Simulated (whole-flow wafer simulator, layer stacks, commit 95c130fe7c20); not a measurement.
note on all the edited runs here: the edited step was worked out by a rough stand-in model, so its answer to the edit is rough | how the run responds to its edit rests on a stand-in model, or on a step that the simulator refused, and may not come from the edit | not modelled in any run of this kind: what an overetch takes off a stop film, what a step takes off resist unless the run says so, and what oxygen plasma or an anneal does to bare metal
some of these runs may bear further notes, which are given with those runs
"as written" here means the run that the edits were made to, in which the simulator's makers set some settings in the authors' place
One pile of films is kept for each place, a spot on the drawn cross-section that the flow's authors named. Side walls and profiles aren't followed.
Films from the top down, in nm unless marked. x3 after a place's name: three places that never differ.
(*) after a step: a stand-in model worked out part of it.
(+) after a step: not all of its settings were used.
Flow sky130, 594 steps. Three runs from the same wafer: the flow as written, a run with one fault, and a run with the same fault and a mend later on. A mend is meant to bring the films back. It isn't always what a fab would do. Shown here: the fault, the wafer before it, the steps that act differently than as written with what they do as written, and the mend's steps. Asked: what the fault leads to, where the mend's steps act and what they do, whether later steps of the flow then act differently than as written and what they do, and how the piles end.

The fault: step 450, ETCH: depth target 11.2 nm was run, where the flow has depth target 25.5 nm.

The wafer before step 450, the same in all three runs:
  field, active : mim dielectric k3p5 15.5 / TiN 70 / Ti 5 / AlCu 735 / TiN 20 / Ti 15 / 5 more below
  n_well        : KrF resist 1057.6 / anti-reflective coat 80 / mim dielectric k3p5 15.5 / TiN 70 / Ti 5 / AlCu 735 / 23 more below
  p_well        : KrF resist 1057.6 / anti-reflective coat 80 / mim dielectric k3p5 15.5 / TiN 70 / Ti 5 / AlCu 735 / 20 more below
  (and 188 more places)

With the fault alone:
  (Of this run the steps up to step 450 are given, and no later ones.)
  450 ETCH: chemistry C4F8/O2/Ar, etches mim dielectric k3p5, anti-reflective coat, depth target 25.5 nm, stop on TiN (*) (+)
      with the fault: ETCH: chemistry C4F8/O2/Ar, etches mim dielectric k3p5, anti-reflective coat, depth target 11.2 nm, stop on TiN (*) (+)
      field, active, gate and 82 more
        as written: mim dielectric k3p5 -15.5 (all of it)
        with the fault: mim dielectric k3p5 -11.2
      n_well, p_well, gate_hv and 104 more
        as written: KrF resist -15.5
        with the fault: KrF resist -7.47
  After step 450 the piles differ from the flow's by more than 2% or 0.5 nm, whichever is larger, at field, active, gate and 82 more.
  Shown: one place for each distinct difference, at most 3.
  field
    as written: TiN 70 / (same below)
    with the fault: mim dielectric k3p5 4.3 / TiN 70 / (same below)

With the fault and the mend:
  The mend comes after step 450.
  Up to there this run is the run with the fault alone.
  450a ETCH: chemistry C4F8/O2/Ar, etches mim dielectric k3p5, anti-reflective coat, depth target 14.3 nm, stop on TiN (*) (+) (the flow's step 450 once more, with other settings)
      n_well, p_well, gate_hv and 104 more
        KrF resist -4.3
      field, active, gate and 82 more
        mim dielectric k3p5 -4.3 (all of it)
  No later step of the flow acts differently than as written, at any place that is followed, by more than 2% or 0.5 nm, whichever is larger.
  At the end the piles are the same as the flow's at every place that both follow.
